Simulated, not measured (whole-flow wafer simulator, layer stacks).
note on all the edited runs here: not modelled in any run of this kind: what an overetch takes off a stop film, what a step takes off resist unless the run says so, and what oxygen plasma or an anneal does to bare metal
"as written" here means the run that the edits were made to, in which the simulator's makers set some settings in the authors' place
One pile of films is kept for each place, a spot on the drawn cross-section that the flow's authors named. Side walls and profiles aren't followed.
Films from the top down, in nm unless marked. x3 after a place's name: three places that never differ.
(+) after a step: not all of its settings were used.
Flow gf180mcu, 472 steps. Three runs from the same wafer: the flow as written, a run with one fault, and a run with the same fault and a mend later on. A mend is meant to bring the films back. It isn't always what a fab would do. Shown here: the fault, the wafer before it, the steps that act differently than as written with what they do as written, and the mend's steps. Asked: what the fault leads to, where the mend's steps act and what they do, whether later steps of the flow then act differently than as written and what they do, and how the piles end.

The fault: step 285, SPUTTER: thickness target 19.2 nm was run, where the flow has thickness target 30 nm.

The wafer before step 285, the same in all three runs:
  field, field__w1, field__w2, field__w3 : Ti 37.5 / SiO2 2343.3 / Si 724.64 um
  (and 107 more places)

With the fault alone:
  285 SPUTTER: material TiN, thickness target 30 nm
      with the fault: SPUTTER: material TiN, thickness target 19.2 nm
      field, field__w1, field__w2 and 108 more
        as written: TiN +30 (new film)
        with the fault: TiN +19.2 (new film)
  Later steps of the flow that act differently than as written:
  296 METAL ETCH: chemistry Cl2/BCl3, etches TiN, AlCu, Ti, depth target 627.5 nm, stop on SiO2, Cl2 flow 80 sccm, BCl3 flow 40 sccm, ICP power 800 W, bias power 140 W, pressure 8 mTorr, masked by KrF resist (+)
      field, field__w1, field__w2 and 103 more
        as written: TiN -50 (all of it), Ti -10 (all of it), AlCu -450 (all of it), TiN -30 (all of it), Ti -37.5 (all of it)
        with the fault: TiN -50 (all of it), Ti -10 (all of it), AlCu -450 (all of it), TiN -19.2 (all of it), Ti -37.5 (all of it)
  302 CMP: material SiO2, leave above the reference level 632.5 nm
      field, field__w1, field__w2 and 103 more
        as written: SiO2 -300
        with the fault: SiO2 -310.8
  At the end the piles differ from the flow's by more than 2% or 0.5 nm, whichever is larger, at field__w8, contact, m1, m1__w1, m1_nw.
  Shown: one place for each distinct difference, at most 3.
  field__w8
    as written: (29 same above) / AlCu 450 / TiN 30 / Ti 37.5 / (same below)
    with the fault: (29 same above) / AlCu 450 / TiN 19.2 / Ti 37.5 / (same below)
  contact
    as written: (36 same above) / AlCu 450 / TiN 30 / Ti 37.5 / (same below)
    with the fault: (36 same above) / AlCu 450 / TiN 19.2 / Ti 37.5 / (same below)

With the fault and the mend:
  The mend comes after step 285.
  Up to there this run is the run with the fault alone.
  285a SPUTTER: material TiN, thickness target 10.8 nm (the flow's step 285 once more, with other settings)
      field, field__w1, field__w2 and 108 more
        TiN +10.8
  No later step of the flow acts differently than as written at any place that is followed.
  At the end the piles are the same as the flow's at every place that both follow.
